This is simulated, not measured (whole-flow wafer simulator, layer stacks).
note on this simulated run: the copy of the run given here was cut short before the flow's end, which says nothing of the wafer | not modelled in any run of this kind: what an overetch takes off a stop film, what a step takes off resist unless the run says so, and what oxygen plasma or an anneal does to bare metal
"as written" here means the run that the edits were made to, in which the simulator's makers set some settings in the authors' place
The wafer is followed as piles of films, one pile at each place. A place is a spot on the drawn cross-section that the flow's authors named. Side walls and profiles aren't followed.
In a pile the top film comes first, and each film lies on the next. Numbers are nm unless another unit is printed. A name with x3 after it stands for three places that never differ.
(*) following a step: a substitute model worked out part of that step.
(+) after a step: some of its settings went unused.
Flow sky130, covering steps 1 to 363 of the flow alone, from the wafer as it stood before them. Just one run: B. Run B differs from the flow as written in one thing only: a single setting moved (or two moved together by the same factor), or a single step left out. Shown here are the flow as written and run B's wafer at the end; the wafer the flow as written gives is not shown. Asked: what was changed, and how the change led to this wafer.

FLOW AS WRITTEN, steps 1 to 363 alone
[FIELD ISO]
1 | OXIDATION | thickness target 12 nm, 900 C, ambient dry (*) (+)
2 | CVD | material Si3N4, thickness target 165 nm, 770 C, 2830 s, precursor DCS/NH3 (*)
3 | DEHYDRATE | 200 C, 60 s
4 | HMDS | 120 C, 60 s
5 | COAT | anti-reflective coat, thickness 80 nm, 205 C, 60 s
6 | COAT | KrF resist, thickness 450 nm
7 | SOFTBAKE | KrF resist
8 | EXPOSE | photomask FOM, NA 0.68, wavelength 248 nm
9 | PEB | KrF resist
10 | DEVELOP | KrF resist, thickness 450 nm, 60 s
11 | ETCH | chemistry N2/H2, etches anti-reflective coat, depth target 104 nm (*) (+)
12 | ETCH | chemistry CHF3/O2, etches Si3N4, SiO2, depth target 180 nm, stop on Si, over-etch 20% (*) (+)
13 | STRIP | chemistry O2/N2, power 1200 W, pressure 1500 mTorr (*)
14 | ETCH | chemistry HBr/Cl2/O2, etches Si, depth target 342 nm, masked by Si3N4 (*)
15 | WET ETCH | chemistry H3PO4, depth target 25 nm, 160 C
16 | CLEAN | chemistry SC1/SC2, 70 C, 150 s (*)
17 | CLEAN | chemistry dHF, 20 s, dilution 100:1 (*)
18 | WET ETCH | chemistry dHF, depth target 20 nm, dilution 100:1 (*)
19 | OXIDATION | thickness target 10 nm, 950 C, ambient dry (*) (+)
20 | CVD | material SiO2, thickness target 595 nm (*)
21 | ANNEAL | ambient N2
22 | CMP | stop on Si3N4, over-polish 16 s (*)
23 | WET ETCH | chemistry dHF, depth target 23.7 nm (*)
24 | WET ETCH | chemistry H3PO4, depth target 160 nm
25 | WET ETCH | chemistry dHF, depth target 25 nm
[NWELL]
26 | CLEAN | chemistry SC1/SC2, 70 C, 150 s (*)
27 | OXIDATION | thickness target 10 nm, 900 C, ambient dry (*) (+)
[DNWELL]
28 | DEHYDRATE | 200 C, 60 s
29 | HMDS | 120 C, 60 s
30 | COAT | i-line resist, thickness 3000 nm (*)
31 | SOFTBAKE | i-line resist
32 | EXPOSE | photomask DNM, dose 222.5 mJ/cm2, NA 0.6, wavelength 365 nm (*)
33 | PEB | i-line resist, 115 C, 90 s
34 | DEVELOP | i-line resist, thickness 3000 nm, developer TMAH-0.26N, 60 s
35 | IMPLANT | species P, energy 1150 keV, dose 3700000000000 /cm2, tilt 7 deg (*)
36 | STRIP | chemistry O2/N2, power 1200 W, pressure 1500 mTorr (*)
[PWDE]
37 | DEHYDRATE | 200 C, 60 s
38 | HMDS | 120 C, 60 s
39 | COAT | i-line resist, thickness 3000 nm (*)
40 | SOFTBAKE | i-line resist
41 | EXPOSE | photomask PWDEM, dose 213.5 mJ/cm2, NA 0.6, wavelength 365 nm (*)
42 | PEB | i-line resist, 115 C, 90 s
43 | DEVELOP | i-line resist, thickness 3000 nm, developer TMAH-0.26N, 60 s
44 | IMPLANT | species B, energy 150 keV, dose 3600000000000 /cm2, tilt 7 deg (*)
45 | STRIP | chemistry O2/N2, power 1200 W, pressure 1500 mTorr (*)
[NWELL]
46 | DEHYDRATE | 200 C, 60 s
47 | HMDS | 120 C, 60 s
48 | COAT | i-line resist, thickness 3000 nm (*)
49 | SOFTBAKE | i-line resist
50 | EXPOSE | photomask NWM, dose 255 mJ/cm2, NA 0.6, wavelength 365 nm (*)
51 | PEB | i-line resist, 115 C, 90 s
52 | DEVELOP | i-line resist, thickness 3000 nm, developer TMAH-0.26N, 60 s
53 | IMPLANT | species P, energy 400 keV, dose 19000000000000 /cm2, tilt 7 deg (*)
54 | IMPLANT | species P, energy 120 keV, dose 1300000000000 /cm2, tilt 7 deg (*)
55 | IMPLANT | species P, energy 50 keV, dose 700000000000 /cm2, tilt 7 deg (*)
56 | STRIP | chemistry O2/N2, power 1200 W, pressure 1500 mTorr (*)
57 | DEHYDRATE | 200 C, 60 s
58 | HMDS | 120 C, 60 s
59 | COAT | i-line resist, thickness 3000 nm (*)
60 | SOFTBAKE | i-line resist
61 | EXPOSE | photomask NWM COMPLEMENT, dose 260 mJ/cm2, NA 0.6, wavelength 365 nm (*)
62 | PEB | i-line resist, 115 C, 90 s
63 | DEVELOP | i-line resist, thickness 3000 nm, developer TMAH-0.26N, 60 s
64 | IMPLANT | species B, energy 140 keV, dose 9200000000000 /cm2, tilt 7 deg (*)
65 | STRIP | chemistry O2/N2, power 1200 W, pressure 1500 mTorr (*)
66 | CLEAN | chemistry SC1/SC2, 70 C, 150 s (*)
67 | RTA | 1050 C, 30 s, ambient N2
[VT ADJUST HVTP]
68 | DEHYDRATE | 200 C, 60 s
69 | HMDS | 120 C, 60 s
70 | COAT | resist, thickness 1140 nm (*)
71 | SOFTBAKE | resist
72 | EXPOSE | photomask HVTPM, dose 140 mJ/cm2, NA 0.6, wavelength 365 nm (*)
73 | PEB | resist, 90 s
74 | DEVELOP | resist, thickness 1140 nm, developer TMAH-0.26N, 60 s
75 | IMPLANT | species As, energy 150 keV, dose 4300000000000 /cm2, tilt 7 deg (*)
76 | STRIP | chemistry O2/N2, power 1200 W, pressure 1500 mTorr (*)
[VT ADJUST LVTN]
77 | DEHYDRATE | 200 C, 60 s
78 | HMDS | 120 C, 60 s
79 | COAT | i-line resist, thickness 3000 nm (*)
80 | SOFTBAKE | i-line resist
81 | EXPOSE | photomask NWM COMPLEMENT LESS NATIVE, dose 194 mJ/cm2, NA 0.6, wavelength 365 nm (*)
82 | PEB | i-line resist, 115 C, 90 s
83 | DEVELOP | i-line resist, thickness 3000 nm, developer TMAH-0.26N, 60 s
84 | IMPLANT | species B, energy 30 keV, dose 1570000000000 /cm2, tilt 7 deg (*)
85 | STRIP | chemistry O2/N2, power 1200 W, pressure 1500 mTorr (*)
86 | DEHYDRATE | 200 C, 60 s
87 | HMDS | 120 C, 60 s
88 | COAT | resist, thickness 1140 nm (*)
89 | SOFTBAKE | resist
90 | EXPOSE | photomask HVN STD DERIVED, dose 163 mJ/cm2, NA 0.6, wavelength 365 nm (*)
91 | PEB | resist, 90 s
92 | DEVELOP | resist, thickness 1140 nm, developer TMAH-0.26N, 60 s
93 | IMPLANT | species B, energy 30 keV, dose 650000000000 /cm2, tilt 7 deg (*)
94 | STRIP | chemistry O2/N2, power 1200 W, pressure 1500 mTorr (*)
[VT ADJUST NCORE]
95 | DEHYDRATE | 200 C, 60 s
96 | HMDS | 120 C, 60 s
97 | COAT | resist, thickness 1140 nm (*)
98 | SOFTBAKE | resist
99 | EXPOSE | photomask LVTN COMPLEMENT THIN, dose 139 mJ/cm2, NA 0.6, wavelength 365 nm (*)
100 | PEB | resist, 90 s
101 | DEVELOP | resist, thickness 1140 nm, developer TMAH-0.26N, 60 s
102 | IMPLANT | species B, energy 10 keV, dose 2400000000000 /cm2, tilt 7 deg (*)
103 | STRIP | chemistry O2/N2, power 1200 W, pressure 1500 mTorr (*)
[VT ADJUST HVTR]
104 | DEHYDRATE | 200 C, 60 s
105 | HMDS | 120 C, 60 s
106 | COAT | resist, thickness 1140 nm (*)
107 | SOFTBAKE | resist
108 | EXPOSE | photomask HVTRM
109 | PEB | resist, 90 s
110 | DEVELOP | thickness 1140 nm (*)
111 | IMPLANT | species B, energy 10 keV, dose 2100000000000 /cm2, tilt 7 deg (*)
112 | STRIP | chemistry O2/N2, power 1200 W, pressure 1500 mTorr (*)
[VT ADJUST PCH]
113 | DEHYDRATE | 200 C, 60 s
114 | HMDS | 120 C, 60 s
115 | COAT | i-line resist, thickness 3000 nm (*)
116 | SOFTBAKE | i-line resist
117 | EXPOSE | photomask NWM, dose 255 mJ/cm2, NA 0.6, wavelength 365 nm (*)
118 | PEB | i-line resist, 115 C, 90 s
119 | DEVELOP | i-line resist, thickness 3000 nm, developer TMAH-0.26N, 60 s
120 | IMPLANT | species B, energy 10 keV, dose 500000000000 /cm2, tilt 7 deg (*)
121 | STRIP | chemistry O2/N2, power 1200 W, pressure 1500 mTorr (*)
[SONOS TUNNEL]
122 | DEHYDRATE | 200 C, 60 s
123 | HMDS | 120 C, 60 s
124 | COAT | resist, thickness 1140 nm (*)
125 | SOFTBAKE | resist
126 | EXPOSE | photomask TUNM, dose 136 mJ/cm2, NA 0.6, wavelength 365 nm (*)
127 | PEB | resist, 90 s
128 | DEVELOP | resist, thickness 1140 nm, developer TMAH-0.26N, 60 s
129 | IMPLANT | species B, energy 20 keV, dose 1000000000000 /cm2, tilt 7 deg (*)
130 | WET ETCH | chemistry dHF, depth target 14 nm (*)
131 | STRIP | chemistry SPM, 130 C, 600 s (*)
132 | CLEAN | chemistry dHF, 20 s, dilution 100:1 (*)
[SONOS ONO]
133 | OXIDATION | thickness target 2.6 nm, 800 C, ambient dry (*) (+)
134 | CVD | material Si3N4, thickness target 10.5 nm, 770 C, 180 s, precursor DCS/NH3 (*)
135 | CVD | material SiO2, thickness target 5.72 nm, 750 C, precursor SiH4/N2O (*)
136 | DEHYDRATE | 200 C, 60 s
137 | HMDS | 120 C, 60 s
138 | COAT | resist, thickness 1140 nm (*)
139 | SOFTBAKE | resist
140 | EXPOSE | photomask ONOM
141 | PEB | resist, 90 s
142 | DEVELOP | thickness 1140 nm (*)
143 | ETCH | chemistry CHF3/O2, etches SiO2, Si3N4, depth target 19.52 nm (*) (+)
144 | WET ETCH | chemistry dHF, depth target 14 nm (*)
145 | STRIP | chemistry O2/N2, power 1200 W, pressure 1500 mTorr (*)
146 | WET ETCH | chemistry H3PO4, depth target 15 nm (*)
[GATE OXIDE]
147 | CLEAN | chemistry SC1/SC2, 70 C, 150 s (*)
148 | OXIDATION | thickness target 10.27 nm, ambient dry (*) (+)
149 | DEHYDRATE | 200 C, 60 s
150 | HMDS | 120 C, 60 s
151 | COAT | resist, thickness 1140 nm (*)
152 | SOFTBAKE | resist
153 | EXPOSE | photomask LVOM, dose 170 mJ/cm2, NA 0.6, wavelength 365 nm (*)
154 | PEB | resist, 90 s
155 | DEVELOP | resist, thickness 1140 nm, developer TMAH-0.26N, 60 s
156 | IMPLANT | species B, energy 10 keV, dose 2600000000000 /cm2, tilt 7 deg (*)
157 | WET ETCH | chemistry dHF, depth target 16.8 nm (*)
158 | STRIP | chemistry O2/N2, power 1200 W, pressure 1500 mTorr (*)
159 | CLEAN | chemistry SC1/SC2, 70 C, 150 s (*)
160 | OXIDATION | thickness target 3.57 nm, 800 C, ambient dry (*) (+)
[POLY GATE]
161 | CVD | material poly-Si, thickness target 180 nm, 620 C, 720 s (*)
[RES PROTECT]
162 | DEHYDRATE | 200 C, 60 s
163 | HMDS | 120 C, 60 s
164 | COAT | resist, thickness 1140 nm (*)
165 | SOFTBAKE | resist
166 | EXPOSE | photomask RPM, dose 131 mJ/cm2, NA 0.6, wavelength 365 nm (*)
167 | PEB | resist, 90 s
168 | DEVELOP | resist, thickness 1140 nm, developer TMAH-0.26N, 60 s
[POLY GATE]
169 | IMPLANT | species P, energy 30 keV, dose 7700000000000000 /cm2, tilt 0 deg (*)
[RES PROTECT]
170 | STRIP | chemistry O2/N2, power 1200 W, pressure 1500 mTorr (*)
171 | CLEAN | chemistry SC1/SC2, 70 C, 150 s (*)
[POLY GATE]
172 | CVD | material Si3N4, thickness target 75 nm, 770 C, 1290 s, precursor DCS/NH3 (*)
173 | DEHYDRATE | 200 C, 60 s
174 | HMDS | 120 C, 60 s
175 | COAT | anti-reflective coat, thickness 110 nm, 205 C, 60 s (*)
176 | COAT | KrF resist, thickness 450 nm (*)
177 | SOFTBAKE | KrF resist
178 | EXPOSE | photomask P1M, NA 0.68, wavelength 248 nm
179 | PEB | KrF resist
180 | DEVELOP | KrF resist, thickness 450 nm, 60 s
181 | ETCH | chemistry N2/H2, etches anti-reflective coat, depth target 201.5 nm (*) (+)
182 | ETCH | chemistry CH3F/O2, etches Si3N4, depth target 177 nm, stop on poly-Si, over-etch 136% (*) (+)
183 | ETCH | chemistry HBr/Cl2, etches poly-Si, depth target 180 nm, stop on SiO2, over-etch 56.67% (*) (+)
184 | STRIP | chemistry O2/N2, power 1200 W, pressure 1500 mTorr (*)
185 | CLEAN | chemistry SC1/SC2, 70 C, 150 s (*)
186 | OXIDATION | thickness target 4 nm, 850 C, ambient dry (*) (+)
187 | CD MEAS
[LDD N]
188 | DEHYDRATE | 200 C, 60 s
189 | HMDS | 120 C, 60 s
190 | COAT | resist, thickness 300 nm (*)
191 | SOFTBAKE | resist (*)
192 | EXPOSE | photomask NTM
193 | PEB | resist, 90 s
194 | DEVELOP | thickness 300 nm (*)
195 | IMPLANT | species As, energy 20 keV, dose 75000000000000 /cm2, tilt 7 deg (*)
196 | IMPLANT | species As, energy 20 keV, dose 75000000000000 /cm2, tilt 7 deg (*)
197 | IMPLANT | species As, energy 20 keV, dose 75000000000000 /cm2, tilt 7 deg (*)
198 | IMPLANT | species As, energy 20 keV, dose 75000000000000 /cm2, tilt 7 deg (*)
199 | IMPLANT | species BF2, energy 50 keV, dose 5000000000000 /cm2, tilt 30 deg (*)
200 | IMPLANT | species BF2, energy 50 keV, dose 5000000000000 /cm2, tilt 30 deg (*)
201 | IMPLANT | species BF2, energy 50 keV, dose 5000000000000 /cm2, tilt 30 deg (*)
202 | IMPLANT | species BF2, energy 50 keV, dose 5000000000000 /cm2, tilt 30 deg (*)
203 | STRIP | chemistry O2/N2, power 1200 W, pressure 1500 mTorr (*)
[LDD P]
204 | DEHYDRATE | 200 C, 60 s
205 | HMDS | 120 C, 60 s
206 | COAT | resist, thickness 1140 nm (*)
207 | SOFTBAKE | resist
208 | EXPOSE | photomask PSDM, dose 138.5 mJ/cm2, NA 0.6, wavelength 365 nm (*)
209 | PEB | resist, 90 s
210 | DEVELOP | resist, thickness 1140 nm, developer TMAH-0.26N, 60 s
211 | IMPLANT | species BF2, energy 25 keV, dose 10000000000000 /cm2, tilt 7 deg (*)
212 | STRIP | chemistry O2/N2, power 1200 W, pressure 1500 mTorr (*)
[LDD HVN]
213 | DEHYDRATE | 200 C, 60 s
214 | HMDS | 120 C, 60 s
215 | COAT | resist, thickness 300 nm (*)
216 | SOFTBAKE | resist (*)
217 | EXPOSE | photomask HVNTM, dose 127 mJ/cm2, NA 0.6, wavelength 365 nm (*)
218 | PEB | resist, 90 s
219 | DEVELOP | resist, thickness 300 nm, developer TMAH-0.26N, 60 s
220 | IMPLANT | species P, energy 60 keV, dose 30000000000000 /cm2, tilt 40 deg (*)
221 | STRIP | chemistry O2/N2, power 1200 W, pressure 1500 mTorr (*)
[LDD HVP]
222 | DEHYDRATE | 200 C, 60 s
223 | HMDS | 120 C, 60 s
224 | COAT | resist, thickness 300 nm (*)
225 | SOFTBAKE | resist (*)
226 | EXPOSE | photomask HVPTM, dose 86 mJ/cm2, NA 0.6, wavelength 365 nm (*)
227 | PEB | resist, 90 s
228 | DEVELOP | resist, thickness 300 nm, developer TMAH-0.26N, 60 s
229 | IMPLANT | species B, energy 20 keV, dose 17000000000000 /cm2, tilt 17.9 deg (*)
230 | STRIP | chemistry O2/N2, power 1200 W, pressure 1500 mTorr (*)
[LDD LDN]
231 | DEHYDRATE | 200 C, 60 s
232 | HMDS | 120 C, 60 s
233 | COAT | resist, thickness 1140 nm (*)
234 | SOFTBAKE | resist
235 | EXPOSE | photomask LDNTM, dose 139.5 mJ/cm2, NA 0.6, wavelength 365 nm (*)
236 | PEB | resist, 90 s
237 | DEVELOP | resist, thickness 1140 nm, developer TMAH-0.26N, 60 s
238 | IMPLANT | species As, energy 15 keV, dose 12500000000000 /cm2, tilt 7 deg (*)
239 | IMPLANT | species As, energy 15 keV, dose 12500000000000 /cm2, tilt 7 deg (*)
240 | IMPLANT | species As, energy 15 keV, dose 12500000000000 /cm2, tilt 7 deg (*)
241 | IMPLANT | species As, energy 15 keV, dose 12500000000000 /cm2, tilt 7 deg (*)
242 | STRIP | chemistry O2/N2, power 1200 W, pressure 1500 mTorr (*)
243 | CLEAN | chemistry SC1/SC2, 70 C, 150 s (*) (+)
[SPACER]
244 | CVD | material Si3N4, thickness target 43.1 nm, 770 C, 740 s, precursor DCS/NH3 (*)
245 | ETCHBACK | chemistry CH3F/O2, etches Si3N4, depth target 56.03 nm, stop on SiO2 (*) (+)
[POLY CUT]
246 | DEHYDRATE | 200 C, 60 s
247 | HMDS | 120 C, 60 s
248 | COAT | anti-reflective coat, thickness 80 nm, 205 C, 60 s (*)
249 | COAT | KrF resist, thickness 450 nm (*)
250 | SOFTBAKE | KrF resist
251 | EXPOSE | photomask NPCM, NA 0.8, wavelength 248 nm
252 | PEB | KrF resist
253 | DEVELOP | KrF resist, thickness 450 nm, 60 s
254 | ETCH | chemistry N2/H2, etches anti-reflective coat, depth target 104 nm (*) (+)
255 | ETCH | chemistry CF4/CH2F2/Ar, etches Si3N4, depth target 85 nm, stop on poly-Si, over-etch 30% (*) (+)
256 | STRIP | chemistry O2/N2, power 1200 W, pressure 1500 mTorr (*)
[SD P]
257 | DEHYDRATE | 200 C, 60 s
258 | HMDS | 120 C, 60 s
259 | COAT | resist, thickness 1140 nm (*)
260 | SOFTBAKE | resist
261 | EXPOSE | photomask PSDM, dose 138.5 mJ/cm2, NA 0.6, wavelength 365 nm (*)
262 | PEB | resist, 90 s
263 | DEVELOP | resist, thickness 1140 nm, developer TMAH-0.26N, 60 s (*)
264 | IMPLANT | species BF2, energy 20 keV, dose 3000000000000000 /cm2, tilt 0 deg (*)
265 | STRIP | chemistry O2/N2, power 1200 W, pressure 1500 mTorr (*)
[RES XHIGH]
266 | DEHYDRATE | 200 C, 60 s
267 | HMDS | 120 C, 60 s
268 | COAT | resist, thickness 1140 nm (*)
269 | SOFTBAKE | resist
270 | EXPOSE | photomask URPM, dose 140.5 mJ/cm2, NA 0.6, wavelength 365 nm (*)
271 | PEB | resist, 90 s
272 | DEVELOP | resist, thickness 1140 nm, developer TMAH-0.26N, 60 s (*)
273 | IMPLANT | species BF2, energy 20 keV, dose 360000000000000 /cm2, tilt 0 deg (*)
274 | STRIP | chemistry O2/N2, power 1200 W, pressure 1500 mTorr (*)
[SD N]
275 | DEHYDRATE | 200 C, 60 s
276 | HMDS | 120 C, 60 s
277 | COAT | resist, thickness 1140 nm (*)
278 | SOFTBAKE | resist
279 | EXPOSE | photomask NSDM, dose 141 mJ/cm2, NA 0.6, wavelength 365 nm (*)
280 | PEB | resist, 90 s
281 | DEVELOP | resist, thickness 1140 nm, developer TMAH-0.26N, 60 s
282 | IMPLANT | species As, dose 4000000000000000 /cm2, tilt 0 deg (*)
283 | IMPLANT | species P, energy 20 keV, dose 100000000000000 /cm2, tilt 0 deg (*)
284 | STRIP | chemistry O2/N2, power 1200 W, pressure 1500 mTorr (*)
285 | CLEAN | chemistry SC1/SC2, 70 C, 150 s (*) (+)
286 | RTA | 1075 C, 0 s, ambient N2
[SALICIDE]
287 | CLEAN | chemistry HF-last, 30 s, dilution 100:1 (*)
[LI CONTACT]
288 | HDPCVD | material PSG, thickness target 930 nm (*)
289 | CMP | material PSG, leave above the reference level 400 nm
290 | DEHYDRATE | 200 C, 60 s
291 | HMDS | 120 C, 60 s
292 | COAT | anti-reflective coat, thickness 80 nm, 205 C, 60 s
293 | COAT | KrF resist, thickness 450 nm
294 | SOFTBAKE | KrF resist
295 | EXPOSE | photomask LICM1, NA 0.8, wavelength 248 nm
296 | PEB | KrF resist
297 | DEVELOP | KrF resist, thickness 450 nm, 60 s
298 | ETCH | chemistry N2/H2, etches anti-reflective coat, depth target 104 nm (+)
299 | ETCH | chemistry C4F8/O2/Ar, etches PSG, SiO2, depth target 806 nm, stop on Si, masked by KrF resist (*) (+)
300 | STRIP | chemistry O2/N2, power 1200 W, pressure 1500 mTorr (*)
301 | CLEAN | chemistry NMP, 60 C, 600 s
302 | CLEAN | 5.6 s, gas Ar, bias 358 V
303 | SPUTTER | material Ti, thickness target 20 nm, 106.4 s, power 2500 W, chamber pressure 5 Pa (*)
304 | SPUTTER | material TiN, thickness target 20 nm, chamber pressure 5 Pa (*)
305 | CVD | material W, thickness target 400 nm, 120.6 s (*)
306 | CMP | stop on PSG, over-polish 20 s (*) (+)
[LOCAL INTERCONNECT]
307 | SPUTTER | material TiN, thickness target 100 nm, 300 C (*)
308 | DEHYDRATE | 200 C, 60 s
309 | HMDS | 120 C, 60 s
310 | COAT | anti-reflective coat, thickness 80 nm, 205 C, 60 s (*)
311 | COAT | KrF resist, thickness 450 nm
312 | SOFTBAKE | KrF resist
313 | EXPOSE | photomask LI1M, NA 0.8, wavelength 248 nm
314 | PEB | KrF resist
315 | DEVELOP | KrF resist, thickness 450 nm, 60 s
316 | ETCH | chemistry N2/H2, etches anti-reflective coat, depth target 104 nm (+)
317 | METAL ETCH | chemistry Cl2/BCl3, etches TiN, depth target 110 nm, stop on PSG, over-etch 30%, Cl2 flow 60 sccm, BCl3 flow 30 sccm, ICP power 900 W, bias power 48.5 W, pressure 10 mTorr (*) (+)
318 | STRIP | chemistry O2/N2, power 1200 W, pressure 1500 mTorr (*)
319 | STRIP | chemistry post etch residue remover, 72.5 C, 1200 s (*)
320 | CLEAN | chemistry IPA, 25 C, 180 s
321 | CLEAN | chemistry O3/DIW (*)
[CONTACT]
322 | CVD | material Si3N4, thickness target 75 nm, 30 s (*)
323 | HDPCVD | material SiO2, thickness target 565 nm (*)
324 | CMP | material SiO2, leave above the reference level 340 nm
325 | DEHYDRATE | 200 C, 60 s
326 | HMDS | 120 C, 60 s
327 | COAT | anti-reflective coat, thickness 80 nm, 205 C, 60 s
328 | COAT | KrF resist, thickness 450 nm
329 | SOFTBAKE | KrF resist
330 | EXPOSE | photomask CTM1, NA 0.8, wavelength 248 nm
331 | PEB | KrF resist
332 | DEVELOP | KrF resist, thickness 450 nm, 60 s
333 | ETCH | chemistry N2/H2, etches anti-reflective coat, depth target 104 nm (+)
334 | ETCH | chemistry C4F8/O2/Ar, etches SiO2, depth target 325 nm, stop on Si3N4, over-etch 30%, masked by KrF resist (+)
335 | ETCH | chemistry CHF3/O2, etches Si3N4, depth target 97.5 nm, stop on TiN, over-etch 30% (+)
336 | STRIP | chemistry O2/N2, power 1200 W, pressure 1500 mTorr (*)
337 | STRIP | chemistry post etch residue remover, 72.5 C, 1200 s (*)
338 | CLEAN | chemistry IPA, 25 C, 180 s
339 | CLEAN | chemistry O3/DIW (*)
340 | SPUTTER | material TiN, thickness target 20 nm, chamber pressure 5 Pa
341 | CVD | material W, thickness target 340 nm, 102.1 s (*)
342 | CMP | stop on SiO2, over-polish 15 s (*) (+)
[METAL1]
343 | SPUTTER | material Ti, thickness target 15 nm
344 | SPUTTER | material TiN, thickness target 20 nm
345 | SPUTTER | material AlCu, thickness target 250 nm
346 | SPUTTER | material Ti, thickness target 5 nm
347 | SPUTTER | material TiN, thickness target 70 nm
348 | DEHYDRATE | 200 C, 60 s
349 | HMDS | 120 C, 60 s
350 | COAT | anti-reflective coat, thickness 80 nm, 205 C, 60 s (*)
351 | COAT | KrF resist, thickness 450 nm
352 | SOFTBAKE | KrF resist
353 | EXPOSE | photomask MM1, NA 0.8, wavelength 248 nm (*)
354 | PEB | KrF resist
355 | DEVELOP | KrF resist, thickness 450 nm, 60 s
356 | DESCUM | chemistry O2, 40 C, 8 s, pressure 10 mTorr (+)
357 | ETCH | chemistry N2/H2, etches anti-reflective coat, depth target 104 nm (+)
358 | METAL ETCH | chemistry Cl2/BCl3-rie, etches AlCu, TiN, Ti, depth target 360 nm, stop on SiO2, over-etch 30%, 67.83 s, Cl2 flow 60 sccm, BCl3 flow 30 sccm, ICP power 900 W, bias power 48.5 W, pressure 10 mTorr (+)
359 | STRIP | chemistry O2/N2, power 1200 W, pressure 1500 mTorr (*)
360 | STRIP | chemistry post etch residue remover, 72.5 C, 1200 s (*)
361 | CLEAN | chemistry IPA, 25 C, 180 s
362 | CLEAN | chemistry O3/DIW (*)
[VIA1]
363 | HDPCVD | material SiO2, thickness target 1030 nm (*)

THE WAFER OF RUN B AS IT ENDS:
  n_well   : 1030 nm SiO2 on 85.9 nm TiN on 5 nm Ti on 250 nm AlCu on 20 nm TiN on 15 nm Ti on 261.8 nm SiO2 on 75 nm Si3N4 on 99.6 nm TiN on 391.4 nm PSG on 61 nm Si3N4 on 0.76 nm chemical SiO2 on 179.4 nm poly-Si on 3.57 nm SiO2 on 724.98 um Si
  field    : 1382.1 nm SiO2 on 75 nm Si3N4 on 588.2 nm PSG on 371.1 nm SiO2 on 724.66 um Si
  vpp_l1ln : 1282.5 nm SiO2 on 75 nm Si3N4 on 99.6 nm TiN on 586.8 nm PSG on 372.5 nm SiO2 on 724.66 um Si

What caused this: step 347, SPUTTER: thickness target 86.3 nm was run, whereas the flow has thickness target 70 nm.

The path from the change to this, step by step:
  347 | SPUTTER | material TiN, thickness target 70 nm
      field, active, n_well and 188 more: TiN gains 86.3 (new film) (as written it would have been: TiN gains 70 (new film))
  358 | METAL ETCH | chemistry Cl2/BCl3-rie, etches AlCu, TiN, Ti, depth target 360 nm, stop on SiO2, over-etch 30%, 67.83 s, Cl2 flow 60 sccm, BCl3 flow 30 sccm, ICP power 900 W, bias power 48.5 W, pressure 10 mTorr (+)
      field, active, gate and 81 more: TiN loses 85 (all of it), Ti loses 5 (all of it), AlCu loses 250 (all of it), TiN loses 20 (all of it), Ti loses 15 (all of it), SiO2 loses 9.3 (as written it would have been: TiN loses 68.7 (all of it), Ti loses 5 (all of it), AlCu loses 250 (all of it), TiN loses 20 (all of it), Ti loses 15 (all of it), SiO2 loses 10.9)
